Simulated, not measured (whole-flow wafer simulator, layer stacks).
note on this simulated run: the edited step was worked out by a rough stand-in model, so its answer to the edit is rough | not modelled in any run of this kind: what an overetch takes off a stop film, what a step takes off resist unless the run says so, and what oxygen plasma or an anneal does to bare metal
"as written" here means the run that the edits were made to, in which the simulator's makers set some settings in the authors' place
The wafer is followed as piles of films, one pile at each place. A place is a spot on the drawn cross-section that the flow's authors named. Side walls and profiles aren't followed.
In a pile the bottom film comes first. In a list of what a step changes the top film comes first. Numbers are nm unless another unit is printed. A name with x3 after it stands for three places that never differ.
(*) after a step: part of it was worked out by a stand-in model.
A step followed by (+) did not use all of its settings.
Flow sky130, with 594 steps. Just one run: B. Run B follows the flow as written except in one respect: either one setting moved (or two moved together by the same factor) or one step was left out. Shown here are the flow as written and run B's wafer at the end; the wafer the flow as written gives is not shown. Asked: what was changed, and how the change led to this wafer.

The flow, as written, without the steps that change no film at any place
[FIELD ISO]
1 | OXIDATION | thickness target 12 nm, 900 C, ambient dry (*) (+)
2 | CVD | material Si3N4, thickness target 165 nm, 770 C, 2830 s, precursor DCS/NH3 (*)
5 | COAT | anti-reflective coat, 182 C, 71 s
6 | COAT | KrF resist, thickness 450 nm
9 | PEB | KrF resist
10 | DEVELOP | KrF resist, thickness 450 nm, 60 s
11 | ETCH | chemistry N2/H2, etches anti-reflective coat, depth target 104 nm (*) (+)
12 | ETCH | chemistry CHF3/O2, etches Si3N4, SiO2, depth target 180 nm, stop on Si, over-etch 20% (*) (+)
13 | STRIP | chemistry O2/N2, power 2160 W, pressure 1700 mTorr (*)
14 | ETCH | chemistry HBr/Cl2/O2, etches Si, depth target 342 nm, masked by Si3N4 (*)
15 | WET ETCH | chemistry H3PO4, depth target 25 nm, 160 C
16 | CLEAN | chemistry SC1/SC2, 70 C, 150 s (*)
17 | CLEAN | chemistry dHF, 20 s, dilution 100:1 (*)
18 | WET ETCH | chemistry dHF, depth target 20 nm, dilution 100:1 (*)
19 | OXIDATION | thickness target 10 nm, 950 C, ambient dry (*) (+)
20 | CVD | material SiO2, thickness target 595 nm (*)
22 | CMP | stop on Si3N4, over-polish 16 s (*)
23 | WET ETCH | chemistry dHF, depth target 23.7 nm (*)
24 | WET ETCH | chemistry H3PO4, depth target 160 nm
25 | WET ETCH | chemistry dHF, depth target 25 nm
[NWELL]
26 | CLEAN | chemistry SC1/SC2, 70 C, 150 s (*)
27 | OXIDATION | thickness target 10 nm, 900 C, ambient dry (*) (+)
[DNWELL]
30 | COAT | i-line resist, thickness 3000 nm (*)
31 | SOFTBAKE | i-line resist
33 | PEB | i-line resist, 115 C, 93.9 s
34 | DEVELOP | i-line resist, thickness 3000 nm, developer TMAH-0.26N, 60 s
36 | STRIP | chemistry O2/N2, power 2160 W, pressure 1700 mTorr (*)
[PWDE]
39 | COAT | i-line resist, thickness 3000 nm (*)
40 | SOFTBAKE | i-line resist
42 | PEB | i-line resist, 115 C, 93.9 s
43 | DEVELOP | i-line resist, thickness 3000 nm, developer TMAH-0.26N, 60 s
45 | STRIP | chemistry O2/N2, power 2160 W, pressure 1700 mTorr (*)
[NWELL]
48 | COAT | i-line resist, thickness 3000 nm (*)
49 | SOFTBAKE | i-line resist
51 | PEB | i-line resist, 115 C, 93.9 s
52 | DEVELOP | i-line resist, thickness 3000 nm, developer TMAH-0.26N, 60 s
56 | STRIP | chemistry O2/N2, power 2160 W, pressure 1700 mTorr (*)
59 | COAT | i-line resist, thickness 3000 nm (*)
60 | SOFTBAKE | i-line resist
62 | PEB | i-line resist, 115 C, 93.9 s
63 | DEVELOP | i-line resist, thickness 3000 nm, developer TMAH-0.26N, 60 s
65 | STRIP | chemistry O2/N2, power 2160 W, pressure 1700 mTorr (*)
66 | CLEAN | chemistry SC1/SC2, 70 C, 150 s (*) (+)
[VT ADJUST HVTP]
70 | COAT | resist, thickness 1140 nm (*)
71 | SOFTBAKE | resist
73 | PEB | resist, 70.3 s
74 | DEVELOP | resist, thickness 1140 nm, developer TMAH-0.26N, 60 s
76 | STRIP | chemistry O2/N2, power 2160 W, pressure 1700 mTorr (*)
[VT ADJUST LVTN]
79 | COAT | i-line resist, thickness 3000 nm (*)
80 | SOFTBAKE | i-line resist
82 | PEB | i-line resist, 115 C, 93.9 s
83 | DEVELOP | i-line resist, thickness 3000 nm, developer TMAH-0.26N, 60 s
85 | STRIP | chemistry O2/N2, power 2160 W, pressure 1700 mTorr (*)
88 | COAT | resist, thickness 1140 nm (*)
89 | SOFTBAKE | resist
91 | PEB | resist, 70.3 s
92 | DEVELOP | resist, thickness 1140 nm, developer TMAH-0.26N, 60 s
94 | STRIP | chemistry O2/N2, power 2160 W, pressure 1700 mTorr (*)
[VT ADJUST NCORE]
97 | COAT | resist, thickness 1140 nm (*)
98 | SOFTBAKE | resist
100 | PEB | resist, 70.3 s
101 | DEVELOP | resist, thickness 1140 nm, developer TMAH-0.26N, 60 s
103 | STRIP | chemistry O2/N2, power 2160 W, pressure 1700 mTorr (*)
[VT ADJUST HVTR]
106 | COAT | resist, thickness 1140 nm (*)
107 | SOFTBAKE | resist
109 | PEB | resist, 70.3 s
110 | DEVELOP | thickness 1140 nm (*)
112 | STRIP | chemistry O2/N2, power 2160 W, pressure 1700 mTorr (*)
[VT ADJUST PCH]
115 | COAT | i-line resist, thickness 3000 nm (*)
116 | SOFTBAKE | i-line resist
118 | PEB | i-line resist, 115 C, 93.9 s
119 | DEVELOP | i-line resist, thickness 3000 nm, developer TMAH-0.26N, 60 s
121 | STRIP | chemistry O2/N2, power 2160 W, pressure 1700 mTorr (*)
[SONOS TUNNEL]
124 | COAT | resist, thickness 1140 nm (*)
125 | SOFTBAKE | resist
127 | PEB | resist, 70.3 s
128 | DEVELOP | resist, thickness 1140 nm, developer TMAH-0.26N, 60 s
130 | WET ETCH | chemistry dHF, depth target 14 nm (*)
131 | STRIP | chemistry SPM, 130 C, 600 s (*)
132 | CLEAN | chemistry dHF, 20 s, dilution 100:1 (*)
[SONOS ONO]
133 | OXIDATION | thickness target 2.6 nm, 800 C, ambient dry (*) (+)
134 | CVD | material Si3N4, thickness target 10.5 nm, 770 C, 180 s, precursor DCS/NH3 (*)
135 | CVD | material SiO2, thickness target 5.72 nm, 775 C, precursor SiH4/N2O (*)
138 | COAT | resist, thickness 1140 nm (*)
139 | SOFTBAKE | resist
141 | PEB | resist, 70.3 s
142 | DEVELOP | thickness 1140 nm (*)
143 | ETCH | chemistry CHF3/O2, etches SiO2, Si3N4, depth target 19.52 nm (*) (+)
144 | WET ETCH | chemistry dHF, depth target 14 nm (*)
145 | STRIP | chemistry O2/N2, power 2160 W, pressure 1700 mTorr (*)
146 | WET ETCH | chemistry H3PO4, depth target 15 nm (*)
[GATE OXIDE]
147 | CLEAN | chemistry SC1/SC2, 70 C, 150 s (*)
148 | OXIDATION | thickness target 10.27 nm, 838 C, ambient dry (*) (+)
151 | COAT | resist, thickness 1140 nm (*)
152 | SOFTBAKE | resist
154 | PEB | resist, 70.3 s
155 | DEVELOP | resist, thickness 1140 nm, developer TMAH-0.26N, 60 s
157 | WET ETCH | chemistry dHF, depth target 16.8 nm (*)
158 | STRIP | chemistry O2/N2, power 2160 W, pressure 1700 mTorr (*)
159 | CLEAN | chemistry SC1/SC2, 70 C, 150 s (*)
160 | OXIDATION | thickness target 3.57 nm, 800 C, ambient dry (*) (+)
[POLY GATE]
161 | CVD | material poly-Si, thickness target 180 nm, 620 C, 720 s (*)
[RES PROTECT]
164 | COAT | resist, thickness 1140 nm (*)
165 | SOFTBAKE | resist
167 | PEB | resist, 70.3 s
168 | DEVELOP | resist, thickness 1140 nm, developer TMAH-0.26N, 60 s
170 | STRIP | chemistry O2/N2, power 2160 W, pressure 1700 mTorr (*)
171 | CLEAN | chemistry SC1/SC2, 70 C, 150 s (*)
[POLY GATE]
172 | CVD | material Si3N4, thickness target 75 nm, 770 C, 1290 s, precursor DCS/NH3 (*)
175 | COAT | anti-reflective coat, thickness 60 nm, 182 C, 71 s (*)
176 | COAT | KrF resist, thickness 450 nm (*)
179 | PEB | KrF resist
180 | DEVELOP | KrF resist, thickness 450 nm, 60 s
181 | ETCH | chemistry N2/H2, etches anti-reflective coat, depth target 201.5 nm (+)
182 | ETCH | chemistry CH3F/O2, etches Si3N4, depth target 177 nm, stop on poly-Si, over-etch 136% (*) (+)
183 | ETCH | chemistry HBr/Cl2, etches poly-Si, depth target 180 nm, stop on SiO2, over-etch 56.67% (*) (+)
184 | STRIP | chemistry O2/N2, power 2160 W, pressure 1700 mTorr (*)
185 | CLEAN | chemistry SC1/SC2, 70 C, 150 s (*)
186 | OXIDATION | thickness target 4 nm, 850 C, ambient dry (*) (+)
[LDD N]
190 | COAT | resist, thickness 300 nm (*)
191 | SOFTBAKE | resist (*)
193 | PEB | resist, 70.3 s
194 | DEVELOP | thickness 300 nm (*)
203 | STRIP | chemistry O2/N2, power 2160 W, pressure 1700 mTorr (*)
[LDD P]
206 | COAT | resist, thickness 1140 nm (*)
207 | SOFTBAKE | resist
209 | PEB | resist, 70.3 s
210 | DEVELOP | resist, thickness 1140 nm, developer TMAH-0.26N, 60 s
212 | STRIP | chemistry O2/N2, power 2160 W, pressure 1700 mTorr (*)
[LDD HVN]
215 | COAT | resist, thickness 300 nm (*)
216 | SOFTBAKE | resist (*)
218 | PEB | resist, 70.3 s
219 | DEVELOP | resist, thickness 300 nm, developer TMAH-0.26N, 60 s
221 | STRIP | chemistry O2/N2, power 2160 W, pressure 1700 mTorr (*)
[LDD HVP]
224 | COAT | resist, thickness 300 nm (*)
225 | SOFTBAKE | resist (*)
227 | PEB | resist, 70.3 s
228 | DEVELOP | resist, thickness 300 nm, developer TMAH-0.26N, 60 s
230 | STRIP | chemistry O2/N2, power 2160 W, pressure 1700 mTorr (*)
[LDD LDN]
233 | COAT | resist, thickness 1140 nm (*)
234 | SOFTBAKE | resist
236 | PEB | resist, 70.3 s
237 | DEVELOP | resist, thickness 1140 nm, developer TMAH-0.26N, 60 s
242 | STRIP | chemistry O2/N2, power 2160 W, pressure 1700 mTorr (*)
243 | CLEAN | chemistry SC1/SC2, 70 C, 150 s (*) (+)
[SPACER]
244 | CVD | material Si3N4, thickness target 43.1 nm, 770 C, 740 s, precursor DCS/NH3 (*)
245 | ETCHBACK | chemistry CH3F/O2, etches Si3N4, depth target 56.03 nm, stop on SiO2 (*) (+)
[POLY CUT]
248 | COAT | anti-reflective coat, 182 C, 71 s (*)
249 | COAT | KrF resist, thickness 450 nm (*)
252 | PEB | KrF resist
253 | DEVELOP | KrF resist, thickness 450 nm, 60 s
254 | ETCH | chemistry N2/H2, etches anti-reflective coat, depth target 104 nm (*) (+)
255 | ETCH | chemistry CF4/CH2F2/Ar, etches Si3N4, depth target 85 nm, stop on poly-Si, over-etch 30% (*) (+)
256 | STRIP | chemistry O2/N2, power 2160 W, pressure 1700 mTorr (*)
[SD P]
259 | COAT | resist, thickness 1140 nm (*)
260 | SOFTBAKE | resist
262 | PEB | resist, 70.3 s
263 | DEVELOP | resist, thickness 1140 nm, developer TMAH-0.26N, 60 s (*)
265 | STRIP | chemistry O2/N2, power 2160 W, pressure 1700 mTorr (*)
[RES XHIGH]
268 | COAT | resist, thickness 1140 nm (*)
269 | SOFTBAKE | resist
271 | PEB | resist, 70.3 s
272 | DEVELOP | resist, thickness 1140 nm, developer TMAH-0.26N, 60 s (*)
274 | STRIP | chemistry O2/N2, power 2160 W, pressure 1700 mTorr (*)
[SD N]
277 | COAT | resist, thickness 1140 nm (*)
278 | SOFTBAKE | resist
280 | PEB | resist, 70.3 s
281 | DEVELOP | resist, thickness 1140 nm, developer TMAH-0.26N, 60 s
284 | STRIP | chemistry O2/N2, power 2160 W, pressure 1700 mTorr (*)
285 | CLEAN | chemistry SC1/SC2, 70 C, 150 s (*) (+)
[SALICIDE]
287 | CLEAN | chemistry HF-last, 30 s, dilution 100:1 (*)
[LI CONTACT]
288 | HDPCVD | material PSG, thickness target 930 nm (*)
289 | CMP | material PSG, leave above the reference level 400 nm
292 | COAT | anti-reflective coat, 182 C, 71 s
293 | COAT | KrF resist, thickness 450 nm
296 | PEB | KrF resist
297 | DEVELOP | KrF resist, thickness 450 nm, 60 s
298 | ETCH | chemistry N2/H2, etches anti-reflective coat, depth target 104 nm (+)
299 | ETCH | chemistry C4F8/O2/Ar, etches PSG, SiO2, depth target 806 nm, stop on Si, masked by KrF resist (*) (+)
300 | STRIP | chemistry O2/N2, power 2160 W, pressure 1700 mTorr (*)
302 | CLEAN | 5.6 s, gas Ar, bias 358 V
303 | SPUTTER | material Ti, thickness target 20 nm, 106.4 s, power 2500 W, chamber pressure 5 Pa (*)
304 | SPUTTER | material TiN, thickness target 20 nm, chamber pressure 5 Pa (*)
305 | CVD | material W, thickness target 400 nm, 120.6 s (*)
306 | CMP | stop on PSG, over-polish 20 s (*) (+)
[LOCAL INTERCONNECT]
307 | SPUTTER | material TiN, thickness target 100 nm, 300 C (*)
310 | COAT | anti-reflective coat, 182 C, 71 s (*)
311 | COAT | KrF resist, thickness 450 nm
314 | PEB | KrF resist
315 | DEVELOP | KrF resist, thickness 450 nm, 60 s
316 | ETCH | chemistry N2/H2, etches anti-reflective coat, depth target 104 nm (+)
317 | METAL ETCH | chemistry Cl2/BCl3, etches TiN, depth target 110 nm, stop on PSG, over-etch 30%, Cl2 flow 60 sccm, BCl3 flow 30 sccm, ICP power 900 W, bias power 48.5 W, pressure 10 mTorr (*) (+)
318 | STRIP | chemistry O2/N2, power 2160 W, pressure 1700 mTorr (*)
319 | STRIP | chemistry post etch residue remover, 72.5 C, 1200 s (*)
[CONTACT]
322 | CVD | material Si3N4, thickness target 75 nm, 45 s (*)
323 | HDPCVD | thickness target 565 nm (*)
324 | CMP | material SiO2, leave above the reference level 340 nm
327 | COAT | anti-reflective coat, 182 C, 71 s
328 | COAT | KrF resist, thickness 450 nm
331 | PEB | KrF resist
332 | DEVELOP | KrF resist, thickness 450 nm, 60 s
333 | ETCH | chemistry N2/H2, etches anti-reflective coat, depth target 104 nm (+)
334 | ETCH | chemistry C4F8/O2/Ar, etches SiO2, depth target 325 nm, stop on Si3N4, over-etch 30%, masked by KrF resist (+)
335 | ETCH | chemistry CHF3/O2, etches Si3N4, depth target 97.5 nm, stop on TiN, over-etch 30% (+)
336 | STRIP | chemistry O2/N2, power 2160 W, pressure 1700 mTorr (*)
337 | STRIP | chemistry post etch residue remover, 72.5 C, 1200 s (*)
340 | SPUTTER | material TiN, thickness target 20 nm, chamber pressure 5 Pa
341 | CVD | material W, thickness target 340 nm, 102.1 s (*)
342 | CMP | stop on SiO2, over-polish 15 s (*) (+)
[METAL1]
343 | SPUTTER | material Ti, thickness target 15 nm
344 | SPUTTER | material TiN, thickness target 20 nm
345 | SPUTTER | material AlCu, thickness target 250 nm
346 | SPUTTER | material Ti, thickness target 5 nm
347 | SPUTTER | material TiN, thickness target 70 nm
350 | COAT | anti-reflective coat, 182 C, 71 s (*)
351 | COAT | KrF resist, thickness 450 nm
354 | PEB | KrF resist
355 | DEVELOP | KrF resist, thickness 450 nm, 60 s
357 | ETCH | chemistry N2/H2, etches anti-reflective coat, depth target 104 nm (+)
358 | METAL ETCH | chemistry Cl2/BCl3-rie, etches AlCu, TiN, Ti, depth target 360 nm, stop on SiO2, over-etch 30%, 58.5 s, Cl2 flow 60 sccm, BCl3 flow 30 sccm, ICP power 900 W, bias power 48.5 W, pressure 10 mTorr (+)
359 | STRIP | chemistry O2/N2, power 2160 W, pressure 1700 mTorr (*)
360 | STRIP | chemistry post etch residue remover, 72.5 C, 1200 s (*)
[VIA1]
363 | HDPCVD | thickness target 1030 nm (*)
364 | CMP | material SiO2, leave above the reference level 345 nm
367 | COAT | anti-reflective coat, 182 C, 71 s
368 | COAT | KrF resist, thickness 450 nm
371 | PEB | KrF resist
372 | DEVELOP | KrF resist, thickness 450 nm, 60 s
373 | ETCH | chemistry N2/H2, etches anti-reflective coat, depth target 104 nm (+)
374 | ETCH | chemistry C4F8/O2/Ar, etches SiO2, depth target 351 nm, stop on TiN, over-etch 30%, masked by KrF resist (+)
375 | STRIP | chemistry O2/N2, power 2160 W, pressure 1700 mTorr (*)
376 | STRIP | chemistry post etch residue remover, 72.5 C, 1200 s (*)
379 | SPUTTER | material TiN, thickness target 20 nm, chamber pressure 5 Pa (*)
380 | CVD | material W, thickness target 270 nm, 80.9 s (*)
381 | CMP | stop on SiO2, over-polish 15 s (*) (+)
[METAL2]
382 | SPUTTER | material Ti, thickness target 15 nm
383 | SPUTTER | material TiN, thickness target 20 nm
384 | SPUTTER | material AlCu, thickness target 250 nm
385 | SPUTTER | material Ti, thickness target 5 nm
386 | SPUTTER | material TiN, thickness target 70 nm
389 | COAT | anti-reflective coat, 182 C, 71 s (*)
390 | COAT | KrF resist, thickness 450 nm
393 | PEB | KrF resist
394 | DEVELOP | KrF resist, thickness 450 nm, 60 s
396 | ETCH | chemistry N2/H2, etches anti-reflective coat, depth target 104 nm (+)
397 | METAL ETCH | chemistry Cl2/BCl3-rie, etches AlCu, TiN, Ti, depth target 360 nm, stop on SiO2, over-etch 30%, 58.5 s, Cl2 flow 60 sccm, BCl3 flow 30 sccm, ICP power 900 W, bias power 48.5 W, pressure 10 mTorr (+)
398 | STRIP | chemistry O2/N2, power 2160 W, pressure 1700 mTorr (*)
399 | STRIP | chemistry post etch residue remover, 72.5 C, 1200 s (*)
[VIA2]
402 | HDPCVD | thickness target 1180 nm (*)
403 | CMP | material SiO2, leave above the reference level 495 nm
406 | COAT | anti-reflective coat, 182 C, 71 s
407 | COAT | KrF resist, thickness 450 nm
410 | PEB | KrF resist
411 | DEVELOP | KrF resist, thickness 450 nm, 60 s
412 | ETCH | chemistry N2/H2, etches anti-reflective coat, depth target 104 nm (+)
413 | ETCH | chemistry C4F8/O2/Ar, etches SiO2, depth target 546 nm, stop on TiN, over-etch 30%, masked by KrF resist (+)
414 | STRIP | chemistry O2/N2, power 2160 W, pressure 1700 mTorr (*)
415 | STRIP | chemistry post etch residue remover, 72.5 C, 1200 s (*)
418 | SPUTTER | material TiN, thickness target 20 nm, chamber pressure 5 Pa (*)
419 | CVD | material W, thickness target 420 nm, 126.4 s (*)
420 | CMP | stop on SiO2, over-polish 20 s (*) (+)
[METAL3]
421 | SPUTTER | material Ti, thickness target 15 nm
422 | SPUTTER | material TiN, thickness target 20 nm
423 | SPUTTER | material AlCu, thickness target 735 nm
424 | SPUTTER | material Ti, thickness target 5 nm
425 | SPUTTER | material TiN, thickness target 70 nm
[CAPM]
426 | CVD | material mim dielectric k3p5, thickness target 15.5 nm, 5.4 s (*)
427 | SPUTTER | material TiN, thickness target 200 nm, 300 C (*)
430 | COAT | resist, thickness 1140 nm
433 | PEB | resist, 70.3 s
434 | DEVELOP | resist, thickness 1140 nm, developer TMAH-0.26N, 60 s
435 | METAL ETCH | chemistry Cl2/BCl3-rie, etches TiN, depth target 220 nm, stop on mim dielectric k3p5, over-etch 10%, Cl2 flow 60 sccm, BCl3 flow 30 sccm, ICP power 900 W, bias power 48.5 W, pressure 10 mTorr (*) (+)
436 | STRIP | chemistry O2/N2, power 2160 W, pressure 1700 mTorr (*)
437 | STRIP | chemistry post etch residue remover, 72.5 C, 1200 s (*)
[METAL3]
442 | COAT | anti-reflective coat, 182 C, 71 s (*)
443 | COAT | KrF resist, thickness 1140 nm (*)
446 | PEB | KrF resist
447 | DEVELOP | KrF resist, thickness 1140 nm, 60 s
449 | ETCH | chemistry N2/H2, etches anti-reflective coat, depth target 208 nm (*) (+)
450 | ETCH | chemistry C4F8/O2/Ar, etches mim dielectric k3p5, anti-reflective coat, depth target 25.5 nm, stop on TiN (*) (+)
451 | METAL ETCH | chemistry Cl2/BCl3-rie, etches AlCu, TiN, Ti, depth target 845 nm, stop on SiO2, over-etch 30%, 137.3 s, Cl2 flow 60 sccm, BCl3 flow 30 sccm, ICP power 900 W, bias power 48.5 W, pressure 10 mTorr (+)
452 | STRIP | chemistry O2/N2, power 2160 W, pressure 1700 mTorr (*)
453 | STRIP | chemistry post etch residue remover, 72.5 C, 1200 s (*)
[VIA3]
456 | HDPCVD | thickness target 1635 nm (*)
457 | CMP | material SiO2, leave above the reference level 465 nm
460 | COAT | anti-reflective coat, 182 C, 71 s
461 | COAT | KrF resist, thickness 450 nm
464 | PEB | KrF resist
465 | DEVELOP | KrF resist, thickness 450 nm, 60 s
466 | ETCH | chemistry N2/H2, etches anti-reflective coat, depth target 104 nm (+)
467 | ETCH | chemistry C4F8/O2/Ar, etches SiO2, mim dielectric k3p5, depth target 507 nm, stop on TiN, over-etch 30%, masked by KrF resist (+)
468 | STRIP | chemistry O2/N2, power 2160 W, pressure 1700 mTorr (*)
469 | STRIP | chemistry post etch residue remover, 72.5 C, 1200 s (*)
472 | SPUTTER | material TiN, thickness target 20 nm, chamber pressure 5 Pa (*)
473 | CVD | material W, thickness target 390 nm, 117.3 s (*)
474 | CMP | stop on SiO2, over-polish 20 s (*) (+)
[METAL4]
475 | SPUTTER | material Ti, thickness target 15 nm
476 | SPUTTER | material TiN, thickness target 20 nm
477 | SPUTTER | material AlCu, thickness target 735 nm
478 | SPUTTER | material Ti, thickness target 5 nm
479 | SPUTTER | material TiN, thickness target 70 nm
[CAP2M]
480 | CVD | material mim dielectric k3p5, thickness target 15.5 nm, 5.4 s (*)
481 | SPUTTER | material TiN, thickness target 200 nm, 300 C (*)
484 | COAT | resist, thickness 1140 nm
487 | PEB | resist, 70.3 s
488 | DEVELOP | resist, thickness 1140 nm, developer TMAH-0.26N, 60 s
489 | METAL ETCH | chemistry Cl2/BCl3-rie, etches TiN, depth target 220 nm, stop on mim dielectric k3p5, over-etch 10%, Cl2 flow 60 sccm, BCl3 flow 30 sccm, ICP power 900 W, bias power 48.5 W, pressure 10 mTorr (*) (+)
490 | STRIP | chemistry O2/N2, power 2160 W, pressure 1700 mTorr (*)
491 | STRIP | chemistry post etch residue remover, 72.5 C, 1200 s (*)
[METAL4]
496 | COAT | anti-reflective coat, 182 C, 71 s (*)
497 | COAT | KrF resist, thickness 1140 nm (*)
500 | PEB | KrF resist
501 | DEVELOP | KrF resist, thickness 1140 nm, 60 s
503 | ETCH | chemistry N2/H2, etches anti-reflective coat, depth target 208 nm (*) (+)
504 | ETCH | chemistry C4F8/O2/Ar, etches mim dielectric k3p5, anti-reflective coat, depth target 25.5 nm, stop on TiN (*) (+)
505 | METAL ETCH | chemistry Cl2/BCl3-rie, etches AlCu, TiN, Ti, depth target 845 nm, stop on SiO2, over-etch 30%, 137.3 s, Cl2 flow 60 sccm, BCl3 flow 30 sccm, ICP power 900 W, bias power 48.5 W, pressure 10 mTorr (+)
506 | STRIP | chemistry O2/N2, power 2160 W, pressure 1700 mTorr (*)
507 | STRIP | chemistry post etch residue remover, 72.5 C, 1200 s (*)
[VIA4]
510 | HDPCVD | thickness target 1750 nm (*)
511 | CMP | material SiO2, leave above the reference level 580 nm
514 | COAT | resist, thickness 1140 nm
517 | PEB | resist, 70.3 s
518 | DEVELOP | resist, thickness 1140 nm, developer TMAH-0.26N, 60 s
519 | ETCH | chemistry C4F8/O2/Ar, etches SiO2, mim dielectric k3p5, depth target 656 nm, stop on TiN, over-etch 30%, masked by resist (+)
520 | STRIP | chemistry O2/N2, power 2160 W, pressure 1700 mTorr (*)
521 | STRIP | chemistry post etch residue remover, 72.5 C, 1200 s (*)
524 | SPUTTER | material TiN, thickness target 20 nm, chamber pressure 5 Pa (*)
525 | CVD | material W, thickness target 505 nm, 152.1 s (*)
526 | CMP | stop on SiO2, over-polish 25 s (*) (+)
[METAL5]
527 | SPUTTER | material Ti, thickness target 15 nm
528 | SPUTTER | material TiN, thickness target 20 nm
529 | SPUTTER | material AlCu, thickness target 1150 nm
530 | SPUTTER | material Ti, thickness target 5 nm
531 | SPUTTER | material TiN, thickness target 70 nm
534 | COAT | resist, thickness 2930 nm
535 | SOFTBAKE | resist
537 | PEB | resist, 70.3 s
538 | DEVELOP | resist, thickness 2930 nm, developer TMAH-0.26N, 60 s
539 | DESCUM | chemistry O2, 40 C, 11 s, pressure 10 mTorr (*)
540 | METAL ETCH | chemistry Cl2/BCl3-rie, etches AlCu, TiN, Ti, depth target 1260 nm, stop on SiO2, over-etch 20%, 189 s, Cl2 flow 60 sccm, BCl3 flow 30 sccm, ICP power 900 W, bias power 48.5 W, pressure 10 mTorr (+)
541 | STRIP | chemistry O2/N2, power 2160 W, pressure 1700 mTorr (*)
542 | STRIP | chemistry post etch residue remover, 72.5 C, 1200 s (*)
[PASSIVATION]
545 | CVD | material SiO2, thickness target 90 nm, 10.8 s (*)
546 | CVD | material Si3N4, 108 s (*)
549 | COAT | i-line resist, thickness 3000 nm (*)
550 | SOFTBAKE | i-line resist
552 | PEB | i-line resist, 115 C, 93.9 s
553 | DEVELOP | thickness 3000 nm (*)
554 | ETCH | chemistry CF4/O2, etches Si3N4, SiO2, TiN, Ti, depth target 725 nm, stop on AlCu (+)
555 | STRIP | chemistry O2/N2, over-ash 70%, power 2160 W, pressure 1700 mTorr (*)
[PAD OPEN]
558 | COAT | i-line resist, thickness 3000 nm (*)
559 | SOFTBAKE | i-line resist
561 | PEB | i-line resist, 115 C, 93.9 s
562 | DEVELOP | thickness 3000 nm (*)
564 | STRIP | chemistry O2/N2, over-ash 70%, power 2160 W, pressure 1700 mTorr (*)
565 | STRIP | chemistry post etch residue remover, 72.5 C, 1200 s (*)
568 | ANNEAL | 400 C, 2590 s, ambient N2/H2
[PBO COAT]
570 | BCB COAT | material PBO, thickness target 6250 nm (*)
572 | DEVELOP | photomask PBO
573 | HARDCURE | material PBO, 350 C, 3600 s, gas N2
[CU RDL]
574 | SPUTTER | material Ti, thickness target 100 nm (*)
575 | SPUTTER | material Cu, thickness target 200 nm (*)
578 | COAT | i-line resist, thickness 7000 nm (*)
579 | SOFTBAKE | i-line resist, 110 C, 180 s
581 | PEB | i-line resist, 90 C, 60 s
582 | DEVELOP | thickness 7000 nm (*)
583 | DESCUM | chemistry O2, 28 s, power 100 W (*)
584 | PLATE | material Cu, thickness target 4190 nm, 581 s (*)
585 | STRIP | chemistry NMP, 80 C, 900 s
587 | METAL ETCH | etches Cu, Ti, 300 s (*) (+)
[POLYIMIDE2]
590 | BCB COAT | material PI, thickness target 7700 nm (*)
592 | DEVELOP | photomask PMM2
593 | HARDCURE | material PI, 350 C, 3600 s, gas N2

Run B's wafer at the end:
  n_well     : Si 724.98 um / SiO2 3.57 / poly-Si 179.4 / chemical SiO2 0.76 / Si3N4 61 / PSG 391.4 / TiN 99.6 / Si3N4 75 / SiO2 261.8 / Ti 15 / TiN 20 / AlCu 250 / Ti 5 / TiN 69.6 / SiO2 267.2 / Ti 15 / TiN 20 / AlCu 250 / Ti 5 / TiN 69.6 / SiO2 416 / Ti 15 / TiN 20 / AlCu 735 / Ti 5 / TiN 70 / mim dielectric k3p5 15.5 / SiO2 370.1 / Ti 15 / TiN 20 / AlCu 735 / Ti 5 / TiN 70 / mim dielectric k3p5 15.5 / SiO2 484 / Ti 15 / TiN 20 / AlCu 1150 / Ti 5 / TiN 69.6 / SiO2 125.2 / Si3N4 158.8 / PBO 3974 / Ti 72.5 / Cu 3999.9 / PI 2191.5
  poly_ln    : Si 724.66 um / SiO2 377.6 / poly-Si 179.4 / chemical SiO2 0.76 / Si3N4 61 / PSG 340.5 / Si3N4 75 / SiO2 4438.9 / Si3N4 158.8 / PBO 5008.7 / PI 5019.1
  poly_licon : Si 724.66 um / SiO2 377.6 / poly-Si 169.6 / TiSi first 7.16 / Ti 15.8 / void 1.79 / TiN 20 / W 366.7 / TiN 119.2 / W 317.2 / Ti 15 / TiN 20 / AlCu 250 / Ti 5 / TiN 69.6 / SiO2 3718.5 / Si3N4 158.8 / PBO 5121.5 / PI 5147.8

What caused this: step 574, SPUTTER: thickness target 72.5 nm was run, though the flow has thickness target 100 nm.
The wafer lets one read it off: n_well has Ti 72.5, and step 574 as written asks for 100 nm.

The path from the change to this, step by step:
  574 | SPUTTER | material Ti, thickness target 100 nm (*)
      field, active, n_well and 190 more: +72.5 Ti (new film) (it would be, as written: +100 Ti (new film))
  587 | METAL ETCH | etches Cu, Ti, 300 s (*) (+)
      field, active, gate and 167 more: -200 Cu (all of it), -72.5 Ti (all of it) (it would be, as written: -200 Cu (all of it), -100 Ti (all of it))
  590 | BCB COAT | material PI, thickness target 7700 nm (*)
      de16_gate_nw: +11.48 um PI (new film) (it would be, as written: +11.5 um PI (new film))
